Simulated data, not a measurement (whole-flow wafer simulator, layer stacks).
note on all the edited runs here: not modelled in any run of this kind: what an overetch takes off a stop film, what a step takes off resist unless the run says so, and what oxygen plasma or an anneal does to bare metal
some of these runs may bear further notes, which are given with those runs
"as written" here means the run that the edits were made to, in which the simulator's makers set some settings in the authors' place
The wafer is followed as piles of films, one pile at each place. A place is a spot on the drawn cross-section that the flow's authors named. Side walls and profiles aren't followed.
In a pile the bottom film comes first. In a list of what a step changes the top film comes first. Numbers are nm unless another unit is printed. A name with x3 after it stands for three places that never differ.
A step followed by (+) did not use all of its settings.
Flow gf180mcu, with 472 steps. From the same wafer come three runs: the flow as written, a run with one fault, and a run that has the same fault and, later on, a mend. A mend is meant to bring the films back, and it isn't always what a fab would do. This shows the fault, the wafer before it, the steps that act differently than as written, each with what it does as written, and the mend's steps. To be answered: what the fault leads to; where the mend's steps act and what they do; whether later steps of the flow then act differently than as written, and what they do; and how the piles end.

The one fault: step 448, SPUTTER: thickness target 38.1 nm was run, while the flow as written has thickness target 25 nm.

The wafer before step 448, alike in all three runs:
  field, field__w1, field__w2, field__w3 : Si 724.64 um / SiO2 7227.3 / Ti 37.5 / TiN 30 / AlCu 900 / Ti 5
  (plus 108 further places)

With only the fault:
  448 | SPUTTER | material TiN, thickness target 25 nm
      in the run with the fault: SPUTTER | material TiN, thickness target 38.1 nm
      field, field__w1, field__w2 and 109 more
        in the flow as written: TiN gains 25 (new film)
        in the run with the fault: TiN gains 38.1 (new film)
  Later steps of the flow acting differently than as written (4 other steps are not shown; they differ only slightly, by no more than 2% or 0.5 nm, whichever is larger):
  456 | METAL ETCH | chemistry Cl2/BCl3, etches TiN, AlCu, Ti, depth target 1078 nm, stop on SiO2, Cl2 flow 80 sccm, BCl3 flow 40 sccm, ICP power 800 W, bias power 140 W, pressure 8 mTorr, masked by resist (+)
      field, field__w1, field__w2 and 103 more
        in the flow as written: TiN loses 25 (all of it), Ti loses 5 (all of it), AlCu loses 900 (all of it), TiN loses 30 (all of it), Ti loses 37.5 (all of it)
        in the run with the fault: TiN loses 38.1 (all of it), Ti loses 5 (all of it), AlCu loses 900 (all of it), TiN loses 30 (all of it), Ti loses 37.5 (all of it)
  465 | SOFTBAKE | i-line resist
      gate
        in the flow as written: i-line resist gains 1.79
        in the run with the fault: i-line resist loses 0.27
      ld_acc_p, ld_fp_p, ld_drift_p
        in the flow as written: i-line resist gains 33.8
        in the run with the fault: i-line resist gains 27.4
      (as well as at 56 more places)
  By the end, the piles at field__w8, contact, m1, m1__w1, pad, m1_nw depart from the flow's by more than 2% or 0.5 nm, whichever is larger.
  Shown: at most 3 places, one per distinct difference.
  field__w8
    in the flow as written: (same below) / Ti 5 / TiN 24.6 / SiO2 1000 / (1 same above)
    in the run with the fault: (same below) / Ti 5 / TiN 37.7 / SiO2 1000 / (1 same above)
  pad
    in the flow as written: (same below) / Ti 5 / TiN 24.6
    in the run with the fault: (same below) / Ti 5 / TiN 37.7

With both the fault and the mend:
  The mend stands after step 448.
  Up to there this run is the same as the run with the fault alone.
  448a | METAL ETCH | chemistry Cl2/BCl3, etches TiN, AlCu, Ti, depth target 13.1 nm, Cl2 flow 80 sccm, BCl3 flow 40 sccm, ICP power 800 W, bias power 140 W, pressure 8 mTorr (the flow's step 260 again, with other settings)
      field, field__w1, field__w2 and 109 more
        TiN loses 13.1
  None of the later steps of the flow acts differently than as written at any place that is followed.
  At every place that both follow, the piles at the end match the flow's.
